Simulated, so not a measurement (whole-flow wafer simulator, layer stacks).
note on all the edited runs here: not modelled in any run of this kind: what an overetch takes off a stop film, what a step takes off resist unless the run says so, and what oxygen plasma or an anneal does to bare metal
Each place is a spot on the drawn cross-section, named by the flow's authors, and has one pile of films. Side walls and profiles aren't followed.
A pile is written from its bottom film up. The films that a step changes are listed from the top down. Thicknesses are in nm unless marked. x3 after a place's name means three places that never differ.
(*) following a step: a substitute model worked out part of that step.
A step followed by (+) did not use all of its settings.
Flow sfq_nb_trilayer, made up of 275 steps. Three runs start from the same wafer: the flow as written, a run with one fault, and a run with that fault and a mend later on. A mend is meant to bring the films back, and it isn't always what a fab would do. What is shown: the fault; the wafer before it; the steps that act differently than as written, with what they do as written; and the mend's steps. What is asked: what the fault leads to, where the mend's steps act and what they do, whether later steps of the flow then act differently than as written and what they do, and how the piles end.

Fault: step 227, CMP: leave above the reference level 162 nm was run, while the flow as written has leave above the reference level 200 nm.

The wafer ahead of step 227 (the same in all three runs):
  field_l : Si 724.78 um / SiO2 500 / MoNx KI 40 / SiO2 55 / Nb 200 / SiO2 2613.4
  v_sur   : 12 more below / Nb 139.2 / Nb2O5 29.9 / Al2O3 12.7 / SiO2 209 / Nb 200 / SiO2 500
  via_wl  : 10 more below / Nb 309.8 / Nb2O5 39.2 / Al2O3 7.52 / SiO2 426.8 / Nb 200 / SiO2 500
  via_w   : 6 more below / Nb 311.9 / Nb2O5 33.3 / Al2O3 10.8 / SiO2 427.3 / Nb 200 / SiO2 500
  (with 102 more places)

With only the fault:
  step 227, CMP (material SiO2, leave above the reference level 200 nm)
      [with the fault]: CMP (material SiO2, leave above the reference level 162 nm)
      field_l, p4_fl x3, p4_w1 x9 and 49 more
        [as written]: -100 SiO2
        [with the fault]: -138 SiO2
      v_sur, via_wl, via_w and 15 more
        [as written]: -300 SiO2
        [with the fault]: -338 SiO2
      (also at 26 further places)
  Steps later in the flow that act otherwise than as written (not shown: 3 more steps that differ only slightly, by at most 2% or 0.5 nm, whichever is larger):
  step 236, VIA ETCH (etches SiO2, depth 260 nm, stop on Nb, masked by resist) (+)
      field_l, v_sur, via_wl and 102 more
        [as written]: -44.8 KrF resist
        [with the fault]: -41.9 KrF resist
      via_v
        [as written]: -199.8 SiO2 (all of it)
        [with the fault]: -161.8 SiO2 (all of it)
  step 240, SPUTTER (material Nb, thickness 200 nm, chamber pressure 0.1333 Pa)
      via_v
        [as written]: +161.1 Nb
        [with the fault]: +170.3 Nb
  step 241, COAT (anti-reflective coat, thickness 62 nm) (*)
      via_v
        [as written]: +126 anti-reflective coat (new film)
        [with the fault]: +115.8 anti-reflective coat (new film)
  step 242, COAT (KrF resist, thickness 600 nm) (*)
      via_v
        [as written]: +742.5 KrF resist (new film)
        [with the fault]: +711.5 KrF resist (new film)
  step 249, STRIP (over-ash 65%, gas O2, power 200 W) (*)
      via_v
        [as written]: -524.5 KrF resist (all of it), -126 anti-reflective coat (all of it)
        [with the fault]: -493.6 KrF resist (all of it), -115.8 anti-reflective coat (all of it)
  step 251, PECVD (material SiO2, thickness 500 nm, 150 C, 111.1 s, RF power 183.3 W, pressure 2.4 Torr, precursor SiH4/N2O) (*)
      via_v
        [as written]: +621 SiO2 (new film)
        [with the fault]: +547.7 SiO2 (new film)
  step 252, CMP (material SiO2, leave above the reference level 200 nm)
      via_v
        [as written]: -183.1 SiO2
        [with the fault]: -157.1 SiO2
  By the end, the piles at v_sur, via_wl, via_w and 80 more depart from the flow's by more than 2% or 0.5 nm, whichever is larger.
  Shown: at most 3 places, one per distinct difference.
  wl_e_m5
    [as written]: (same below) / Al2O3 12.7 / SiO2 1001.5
    [with the fault]: (same below) / Al2O3 12.7 / SiO2 963.5
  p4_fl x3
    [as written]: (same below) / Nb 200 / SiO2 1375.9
    [with the fault]: (same below) / Nb 200 / SiO2 1337.9
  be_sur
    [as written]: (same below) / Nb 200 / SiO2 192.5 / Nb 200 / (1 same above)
    [with the fault]: (same below) / Nb 200 / SiO2 154.5 / Nb 200 / (1 same above)

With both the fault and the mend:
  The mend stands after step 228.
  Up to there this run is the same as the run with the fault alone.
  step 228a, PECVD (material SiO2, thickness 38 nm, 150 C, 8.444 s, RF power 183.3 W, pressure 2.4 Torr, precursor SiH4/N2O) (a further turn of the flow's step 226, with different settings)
      field_l, v_sur, via_wl and 103 more
        +38 SiO2
  None of the later steps of the flow differs from how it acts as written, at any place that is followed, by more than 2% or 0.5 nm, whichever is larger.
  By the end, the piles equal the flow's at every place that both follow.
